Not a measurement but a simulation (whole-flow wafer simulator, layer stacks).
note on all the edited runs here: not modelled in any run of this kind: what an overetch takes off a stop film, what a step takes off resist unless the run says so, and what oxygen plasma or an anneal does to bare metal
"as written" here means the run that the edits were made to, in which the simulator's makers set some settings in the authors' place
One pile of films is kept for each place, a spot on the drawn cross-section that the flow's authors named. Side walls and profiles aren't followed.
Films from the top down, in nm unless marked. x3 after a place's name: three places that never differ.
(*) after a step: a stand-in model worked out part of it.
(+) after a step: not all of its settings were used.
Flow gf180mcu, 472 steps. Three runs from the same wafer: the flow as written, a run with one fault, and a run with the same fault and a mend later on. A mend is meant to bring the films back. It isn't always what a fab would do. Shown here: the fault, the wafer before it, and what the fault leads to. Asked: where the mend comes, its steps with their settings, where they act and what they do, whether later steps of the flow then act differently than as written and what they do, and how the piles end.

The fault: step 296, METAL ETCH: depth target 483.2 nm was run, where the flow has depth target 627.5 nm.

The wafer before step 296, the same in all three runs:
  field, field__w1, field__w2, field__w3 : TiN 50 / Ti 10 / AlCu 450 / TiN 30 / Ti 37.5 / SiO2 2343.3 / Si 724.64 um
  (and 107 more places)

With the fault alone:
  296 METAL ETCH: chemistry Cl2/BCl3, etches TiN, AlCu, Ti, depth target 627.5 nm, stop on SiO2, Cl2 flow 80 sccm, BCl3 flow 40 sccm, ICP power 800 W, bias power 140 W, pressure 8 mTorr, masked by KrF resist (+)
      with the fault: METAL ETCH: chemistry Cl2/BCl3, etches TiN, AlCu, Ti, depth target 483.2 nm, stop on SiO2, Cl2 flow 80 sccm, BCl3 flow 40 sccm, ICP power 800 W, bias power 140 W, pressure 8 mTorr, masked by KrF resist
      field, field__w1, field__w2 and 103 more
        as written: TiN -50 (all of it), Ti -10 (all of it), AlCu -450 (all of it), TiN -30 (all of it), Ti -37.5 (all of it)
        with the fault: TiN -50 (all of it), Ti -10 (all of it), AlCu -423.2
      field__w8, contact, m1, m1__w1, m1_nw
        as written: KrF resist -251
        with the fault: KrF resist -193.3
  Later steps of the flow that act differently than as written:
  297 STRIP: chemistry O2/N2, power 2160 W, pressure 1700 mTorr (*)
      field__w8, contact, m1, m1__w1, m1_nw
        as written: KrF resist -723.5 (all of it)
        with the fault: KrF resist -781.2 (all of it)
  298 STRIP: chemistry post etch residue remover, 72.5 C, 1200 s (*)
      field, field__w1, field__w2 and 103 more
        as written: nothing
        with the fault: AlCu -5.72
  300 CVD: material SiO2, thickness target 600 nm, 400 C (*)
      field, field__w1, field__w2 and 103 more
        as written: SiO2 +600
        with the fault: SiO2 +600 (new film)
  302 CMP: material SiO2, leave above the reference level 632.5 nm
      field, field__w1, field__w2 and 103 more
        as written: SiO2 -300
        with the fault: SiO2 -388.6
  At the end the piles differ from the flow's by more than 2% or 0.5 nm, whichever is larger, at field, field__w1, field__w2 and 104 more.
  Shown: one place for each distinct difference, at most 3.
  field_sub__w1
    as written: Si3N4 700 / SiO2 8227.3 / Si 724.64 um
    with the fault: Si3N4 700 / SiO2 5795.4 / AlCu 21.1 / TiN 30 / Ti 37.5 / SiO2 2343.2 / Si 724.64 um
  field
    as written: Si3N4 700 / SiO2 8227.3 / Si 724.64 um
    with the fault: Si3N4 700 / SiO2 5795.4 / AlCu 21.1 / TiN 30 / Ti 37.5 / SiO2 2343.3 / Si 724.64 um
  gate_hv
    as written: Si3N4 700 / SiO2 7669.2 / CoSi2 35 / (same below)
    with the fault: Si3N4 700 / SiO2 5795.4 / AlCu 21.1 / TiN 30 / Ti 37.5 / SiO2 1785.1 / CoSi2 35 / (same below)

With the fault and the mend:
  The mend comes after step 296.
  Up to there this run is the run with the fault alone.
  296a METAL ETCH: chemistry Cl2/BCl3, etches TiN, AlCu, Ti, depth target 144.3 nm, stop on SiO2, Cl2 flow 80 sccm, BCl3 flow 40 sccm, ICP power 800 W, bias power 140 W, pressure 8 mTorr, masked by KrF resist (+) (the flow's step 296 once more, with other settings)
      field, field__w1, field__w2 and 103 more
        AlCu -26.8 (all of it), TiN -30 (all of it), Ti -37.5 (all of it)
      field__w8, contact, m1, m1__w1, m1_nw
        KrF resist -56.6
  No later step of the flow acts differently than as written, at any place that is followed, by more than 2% or 0.5 nm, whichever is larger.
  At the end the piles are the same as the flow's at every place that both follow.
